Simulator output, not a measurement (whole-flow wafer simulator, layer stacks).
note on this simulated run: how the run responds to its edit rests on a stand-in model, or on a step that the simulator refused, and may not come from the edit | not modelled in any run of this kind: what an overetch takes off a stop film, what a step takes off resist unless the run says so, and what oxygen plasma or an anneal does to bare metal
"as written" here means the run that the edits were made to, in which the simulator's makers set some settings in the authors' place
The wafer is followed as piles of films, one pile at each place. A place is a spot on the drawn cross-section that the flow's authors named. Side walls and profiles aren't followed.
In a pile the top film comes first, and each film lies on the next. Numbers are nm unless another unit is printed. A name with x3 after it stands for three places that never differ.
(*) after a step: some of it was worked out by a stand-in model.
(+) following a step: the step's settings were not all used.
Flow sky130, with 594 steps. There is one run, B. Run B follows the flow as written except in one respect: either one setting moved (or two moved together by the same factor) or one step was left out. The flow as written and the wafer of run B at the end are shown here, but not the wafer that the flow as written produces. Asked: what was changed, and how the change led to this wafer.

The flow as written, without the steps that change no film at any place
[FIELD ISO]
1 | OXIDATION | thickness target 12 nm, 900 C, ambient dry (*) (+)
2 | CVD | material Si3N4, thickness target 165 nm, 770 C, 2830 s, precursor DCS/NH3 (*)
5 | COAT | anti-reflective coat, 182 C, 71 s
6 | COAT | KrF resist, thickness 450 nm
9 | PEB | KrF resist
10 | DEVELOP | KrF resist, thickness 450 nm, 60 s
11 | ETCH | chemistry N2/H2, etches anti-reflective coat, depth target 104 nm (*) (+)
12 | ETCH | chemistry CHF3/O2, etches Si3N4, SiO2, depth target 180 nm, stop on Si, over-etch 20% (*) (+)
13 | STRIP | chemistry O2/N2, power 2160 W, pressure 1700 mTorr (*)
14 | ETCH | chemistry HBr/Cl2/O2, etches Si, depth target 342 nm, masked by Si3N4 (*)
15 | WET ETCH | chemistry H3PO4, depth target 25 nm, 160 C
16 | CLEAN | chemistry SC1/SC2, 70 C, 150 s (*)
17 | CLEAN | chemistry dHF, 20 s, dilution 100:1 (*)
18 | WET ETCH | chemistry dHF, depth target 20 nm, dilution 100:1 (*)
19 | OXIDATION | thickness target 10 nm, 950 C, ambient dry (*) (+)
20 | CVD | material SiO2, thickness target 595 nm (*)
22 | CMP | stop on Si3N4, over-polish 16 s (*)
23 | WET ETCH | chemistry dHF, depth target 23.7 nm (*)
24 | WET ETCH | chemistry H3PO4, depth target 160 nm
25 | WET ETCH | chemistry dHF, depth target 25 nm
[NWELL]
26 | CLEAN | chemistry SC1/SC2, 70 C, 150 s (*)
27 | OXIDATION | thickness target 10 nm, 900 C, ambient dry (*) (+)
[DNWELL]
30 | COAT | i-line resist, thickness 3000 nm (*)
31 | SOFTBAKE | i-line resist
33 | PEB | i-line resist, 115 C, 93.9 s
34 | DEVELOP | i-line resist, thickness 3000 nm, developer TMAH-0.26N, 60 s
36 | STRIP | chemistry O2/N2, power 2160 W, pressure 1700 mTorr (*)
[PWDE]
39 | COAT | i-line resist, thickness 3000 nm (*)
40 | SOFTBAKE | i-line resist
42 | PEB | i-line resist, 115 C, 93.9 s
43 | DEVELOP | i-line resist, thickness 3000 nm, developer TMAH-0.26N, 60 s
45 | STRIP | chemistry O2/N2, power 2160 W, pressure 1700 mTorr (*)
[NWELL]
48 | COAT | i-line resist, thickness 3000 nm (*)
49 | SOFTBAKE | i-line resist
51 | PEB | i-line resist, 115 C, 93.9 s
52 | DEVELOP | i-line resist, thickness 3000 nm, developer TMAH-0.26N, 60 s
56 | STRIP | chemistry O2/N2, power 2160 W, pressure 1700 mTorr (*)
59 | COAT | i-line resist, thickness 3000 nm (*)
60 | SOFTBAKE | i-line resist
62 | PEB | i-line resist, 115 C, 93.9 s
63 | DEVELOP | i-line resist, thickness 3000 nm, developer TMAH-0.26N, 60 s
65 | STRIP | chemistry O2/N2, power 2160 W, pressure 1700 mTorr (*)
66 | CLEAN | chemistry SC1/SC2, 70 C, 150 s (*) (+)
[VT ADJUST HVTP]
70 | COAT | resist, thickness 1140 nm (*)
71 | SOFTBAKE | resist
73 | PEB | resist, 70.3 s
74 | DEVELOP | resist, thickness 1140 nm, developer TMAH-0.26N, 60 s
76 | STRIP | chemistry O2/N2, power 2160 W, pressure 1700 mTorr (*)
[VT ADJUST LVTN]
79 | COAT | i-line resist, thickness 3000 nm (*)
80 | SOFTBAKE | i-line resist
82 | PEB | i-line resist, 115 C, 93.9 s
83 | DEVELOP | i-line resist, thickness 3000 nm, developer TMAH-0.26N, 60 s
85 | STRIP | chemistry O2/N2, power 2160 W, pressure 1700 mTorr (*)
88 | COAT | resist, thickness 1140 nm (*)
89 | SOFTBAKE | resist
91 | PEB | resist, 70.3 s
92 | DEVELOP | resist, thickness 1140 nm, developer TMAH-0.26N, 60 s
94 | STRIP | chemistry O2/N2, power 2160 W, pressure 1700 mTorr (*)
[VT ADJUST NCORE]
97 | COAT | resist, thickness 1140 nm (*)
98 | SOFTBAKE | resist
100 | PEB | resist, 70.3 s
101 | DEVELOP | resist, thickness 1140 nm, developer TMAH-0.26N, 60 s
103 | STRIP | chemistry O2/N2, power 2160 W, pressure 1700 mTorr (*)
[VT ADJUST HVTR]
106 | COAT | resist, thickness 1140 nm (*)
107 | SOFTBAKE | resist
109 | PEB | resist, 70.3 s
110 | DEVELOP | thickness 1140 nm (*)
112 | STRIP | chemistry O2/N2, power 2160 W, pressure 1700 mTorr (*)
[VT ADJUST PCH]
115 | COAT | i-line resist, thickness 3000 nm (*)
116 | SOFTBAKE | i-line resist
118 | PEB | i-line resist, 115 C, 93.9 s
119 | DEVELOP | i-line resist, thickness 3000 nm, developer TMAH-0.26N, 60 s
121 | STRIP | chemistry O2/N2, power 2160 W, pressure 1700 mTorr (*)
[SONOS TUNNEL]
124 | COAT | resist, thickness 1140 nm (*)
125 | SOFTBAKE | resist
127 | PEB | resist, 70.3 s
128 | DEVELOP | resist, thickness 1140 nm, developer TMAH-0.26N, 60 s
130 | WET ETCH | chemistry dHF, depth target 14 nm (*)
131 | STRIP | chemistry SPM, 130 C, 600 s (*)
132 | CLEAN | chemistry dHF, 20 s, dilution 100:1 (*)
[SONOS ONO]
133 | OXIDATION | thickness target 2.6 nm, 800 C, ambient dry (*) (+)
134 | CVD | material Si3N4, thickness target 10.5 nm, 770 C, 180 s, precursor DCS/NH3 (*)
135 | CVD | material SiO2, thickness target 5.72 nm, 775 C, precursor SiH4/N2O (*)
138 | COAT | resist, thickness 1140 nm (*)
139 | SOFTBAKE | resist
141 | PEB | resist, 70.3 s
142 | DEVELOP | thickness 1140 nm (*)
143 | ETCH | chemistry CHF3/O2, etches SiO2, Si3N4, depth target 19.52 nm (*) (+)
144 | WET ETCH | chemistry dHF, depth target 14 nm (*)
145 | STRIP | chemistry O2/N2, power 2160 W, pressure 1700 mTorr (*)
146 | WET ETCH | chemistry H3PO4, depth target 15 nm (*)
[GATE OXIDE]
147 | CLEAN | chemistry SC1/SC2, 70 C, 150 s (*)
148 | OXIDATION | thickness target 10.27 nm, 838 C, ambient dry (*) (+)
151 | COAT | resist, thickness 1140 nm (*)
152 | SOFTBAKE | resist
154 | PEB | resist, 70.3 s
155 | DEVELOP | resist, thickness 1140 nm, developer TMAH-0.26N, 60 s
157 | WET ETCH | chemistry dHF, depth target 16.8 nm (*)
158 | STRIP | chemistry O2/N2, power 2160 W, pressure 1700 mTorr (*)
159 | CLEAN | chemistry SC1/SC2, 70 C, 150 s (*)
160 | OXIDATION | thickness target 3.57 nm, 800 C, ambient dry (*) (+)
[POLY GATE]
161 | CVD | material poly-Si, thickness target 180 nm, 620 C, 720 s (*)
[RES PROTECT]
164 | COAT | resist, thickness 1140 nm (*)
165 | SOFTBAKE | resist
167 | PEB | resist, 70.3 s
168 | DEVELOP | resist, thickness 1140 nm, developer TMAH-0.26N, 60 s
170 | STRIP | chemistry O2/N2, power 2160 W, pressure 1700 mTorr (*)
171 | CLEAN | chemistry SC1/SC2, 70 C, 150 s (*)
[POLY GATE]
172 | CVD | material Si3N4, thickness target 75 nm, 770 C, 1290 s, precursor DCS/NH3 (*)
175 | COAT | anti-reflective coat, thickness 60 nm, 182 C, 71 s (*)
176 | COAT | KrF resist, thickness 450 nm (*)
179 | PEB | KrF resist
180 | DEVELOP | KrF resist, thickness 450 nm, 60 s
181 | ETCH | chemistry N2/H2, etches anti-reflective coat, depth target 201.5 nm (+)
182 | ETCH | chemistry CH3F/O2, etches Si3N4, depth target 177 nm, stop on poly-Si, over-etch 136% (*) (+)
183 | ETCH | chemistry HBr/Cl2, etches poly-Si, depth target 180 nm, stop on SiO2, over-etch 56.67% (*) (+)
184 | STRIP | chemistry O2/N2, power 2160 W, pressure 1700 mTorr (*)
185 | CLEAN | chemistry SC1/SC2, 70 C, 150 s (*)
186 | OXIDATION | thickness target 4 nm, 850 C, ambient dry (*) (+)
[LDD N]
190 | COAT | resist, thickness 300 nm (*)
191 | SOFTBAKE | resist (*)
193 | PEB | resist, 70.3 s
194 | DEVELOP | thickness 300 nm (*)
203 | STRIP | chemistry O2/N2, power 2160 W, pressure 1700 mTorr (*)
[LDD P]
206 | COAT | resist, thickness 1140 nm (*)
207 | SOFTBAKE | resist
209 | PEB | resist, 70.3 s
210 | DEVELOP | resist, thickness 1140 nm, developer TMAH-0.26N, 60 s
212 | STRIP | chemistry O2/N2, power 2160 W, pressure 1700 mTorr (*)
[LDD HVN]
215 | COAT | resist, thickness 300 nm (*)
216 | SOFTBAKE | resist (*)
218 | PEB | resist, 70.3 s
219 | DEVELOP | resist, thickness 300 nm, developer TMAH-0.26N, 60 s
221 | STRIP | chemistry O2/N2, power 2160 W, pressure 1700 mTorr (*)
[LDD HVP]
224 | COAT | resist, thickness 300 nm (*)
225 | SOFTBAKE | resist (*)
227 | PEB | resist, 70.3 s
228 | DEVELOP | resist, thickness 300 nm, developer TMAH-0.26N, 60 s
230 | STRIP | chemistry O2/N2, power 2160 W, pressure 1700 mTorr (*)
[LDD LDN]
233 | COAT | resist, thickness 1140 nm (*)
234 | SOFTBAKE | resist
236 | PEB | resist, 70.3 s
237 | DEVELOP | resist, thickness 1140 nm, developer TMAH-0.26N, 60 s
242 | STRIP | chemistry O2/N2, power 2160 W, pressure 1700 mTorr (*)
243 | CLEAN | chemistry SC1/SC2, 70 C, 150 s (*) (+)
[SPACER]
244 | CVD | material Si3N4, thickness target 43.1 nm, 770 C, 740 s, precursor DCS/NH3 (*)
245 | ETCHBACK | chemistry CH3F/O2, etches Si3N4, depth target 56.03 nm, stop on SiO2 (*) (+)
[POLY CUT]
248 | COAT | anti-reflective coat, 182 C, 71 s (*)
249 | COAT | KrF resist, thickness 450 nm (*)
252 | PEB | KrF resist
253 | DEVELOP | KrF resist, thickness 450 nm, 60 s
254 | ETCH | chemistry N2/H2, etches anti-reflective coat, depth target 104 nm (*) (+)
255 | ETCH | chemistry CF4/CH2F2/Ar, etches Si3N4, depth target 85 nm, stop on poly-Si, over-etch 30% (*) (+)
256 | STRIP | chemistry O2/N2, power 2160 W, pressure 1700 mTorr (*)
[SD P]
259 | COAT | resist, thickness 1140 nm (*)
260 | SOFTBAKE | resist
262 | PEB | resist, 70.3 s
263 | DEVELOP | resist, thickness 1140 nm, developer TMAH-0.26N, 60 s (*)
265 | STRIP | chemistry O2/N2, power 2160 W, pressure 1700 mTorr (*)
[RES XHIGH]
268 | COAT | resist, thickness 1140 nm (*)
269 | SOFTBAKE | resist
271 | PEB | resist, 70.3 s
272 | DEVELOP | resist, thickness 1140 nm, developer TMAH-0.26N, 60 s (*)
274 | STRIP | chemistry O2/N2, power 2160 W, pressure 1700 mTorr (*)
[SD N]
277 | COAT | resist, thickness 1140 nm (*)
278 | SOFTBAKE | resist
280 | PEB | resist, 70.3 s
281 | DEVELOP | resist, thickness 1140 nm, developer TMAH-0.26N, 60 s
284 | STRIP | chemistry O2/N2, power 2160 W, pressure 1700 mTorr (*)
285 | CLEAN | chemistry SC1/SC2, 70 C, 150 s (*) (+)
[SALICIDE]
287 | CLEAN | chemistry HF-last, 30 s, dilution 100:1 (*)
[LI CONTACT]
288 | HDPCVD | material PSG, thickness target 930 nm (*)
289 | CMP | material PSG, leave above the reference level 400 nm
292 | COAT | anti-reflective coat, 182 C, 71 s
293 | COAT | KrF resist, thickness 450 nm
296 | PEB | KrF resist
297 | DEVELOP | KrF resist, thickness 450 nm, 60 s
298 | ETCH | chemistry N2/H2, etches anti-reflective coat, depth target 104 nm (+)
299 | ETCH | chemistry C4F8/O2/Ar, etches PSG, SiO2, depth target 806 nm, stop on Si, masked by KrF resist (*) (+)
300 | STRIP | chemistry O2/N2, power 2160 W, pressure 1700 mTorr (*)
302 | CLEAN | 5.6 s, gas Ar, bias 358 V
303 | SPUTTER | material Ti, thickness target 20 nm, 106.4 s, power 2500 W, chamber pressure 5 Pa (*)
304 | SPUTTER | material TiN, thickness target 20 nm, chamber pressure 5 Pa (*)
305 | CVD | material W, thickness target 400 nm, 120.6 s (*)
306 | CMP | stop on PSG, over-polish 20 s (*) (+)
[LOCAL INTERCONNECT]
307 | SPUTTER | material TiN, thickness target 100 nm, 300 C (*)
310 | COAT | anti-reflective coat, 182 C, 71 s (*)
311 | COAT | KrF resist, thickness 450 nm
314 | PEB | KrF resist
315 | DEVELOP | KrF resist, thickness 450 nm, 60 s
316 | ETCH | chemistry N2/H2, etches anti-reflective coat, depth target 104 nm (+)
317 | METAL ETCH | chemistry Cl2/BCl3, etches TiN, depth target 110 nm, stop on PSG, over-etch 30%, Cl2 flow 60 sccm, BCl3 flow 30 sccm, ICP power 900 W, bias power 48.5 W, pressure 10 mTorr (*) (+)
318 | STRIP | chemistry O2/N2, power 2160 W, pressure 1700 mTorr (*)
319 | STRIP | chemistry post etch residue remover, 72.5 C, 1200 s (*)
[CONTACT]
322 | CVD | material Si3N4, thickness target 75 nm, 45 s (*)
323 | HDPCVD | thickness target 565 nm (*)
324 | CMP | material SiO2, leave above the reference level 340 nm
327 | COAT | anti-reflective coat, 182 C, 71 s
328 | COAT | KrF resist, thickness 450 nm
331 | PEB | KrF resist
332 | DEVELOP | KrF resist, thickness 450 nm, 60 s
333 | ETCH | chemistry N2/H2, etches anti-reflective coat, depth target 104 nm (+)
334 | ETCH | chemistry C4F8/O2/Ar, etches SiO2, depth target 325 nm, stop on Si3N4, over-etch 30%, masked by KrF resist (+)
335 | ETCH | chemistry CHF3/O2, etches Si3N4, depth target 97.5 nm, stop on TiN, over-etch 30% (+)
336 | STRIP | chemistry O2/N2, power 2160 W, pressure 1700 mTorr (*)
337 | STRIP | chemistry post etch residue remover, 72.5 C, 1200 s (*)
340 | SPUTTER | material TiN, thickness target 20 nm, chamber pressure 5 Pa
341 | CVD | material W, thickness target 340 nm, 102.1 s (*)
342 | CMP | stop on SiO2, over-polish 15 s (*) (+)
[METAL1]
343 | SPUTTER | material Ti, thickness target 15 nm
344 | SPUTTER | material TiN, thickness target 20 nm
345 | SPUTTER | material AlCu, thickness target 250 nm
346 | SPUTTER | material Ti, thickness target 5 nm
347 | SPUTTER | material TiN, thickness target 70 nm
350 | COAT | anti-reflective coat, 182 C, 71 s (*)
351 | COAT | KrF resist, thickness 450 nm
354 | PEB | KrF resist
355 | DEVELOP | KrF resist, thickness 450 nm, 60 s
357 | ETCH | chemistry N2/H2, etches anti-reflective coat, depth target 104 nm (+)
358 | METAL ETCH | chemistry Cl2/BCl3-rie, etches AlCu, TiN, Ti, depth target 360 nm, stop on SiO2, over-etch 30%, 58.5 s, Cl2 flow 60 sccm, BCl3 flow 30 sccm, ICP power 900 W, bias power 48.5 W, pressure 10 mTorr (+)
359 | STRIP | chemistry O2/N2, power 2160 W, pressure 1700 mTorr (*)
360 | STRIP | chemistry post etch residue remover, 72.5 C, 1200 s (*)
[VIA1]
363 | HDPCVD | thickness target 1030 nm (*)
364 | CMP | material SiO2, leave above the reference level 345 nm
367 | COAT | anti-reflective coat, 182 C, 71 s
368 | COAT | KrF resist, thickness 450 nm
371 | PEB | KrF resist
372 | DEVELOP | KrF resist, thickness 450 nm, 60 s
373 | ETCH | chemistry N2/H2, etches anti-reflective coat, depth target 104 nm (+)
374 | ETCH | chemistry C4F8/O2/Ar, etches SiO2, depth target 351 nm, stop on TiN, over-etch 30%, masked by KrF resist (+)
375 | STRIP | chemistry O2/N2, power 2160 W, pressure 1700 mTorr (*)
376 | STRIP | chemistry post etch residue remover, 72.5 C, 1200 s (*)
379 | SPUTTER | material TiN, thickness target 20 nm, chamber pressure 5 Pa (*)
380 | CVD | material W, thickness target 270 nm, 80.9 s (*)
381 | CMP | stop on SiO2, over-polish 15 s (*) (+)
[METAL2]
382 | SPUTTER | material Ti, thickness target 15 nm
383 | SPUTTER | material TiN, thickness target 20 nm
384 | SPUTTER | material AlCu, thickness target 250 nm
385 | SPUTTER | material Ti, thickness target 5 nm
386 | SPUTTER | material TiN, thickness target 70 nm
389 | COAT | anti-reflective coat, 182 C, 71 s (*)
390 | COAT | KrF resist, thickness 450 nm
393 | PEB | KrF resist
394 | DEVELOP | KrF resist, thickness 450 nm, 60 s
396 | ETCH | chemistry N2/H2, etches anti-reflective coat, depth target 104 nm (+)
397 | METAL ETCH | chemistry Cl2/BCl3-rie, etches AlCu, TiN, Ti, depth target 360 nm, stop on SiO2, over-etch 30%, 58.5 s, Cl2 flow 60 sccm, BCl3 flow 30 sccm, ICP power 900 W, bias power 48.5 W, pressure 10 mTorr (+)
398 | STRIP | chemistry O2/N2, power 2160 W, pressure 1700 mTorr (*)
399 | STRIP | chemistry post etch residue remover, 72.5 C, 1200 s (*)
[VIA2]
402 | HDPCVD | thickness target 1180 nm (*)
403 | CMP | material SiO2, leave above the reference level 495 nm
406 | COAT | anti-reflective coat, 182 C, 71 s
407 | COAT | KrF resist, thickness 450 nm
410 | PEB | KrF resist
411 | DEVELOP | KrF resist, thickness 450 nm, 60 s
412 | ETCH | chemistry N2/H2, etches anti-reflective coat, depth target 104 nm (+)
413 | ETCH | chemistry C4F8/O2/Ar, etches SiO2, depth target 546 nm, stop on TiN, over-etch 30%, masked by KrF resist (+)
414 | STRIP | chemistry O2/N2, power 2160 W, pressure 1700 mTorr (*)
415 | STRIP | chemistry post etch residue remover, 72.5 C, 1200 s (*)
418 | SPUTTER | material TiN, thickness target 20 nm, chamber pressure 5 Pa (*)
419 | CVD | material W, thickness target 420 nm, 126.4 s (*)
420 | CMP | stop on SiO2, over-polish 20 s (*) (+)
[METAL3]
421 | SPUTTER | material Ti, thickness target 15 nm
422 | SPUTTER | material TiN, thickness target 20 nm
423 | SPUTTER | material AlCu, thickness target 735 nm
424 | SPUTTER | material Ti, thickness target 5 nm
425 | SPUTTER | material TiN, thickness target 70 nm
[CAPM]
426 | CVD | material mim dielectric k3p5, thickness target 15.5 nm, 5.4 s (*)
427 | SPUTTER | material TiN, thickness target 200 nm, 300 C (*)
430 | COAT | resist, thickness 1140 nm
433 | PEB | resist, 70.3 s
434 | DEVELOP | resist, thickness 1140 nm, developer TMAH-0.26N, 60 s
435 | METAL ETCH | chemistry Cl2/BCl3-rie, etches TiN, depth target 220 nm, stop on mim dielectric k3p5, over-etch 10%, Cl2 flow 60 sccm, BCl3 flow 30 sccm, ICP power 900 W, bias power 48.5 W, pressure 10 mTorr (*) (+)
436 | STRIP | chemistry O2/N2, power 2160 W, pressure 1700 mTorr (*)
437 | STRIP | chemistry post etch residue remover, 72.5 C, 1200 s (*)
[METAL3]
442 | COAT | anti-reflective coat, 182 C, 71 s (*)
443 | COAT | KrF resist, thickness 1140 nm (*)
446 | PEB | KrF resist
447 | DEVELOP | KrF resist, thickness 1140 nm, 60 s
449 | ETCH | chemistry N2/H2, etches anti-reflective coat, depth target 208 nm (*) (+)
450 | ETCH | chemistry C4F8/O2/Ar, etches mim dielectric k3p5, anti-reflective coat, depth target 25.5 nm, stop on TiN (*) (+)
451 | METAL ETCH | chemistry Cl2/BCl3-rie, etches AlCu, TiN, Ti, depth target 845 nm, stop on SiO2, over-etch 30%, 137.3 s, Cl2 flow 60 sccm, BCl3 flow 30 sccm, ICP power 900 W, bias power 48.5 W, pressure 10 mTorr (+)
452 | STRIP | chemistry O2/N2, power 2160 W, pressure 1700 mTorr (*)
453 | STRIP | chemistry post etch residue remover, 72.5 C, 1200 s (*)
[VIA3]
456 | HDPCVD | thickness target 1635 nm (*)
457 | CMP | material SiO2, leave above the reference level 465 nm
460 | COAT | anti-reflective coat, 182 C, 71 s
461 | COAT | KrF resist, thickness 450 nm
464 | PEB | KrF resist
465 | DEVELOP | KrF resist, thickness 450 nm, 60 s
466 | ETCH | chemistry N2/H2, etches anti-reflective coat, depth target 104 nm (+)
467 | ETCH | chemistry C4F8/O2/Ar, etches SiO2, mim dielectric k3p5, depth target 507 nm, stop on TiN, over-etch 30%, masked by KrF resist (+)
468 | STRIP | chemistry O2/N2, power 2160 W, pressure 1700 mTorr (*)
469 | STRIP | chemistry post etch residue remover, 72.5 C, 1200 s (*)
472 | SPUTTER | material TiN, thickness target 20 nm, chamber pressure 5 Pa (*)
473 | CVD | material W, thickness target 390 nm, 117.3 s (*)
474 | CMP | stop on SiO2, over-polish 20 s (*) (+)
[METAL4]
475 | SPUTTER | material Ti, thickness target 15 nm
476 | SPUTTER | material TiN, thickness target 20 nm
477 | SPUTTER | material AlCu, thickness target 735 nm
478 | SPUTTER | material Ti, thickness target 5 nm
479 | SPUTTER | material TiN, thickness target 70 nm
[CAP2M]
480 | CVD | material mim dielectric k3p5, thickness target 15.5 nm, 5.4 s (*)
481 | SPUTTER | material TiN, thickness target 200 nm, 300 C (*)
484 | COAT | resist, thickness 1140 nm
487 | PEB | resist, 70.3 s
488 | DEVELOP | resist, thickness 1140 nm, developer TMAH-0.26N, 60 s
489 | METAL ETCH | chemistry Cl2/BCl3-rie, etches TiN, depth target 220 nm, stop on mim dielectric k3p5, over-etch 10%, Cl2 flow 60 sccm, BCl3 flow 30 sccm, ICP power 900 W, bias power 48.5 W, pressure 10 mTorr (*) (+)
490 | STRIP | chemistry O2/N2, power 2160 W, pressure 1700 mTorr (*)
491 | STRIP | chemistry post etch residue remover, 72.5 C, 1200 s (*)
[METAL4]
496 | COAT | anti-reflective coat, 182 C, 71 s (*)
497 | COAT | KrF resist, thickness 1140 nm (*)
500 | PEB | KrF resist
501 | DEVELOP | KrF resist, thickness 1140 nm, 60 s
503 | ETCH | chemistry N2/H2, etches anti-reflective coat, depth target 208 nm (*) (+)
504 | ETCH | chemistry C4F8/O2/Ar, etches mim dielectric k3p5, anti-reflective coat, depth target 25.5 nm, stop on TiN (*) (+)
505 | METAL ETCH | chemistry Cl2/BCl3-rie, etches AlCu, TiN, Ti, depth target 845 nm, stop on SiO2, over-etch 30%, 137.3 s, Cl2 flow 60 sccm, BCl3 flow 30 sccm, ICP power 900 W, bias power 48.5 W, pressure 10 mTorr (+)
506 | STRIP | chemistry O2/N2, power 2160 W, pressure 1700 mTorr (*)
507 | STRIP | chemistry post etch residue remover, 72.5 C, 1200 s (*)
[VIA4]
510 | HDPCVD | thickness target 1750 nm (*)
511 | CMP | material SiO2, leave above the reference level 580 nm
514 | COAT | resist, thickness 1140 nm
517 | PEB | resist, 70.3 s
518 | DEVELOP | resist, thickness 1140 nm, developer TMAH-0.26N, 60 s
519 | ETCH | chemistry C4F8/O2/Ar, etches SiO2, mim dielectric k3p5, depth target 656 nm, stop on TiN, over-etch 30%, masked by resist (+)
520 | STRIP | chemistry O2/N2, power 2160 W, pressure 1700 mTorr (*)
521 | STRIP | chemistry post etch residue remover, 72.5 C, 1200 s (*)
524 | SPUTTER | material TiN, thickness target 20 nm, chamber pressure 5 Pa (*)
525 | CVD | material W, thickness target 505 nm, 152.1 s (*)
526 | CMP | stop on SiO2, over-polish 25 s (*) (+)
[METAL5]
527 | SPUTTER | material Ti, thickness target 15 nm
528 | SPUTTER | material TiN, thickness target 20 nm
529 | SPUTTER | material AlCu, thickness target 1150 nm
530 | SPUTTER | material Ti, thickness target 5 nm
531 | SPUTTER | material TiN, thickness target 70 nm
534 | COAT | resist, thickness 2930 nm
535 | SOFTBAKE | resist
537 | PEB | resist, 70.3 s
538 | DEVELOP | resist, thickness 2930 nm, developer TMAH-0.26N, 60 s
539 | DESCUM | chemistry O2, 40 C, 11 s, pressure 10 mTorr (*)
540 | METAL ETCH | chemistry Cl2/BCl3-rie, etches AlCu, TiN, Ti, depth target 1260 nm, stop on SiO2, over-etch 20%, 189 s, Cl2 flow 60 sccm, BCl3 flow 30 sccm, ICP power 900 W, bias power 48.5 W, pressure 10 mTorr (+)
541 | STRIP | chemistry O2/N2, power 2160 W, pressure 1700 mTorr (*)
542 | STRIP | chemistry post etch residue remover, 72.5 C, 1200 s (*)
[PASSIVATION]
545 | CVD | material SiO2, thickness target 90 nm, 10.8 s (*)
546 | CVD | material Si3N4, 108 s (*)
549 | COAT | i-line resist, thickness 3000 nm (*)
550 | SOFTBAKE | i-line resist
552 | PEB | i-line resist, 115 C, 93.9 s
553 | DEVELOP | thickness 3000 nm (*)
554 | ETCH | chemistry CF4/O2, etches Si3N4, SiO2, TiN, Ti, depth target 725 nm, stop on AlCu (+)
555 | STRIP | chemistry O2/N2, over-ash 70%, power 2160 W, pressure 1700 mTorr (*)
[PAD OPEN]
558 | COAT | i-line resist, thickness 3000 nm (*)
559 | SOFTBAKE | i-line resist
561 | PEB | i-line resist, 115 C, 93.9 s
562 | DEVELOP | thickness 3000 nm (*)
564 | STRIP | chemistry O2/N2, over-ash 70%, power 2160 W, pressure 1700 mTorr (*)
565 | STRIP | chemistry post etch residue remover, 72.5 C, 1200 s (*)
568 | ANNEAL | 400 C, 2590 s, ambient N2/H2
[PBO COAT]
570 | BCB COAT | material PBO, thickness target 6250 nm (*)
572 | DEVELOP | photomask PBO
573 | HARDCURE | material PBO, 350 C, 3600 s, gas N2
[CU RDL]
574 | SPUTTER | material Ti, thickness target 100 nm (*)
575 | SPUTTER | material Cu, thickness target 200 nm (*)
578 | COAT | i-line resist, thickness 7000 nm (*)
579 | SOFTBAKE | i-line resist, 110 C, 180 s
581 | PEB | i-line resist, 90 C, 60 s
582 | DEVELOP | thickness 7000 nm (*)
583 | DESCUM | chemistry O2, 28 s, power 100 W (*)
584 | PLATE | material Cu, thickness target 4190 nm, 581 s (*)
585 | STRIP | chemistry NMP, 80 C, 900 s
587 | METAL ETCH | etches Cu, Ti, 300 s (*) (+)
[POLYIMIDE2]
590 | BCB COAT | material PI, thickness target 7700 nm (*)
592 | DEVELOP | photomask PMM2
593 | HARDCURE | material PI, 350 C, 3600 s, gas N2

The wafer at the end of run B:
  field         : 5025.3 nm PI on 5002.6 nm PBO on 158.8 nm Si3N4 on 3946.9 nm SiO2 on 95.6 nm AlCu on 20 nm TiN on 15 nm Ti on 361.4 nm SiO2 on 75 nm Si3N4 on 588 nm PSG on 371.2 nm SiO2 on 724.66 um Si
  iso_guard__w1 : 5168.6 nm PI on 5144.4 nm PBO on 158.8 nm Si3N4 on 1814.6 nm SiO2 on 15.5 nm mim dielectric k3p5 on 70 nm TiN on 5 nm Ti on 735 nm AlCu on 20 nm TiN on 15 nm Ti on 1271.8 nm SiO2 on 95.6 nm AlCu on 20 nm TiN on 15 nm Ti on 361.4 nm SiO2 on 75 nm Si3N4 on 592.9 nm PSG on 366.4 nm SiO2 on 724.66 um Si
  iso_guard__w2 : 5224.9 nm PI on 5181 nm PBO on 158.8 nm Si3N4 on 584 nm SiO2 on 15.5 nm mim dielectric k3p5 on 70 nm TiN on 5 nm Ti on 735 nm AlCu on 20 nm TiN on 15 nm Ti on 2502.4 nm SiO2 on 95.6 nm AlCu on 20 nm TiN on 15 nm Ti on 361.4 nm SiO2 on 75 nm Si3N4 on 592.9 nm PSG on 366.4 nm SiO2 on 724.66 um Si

Cause: step 358, METAL ETCH: depth target 171 nm was run, while the flow as written has depth target 360 nm; step 358, METAL ETCH: 27.8 s was run, where the flow has 58.5 s.

Step by step, how the change led to this:
  358 | METAL ETCH | chemistry Cl2/BCl3-rie, etches AlCu, TiN, Ti, depth target 360 nm, stop on SiO2, over-etch 30%, 58.5 s, Cl2 flow 60 sccm, BCl3 flow 30 sccm, ICP power 900 W, bias power 48.5 W, pressure 10 mTorr (+)
      field, active, gate and 81 more: -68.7 TiN (all of it), -5 Ti (all of it), -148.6 AlCu (in the flow as written it would be: -68.7 TiN (all of it), -5 Ti (all of it), -250 AlCu (all of it), -20 TiN (all of it), -15 Ti (all of it), -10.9 SiO2)
      n_well, p_well, gate_hv and 87 more: -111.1 KrF resist (in the flow as written it would be: -234 KrF resist)
      (also at 17 further places)
  359 | STRIP | chemistry O2/N2, power 2160 W, pressure 1700 mTorr (*)
      n_well, p_well, gate_hv and 100 more: -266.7 KrF resist (all of it), -80 anti-reflective coat (all of it) (in the flow as written it would be: -143.8 KrF resist (all of it), -80 anti-reflective coat (all of it))
      poly_licon, ndiff_licon, ndiff_licon_cpp, rpo_hd_licon: -266.7 KrF resist (all of it), -80.5 anti-reflective coat (all of it) (in the flow as written it would be: -143.9 KrF resist (all of it), -80.5 anti-reflective coat (all of it))
  360 | STRIP | chemistry post etch residue remover, 72.5 C, 1200 s (*)
      field, active, gate and 81 more: -5.72 AlCu (in the flow as written it would be: nothing)
  363 | HDPCVD | thickness target 1030 nm (*)
      field, active, gate and 81 more: +1030 SiO2 (new film) (in the flow as written it would be: +1030 SiO2)
  364 | CMP | material SiO2, leave above the reference level 345 nm
      field, active, gate and 81 more: -530.6 SiO2 (in the flow as written it would be: -389.1 SiO2)
With metal films that touch counted as one body, field has 1 body; the flow as written gives 0 bodies.
With metal films that touch counted as one body, iso_guard__w1 has 2 bodies (between them, from the top down: SiO2 1271.8); the flow as written gives 1 body.
With metal films that touch counted as one body, iso_guard__w2 has 2 bodies (between them, from the top down: SiO2 2502.4); the flow as written gives 1 body.
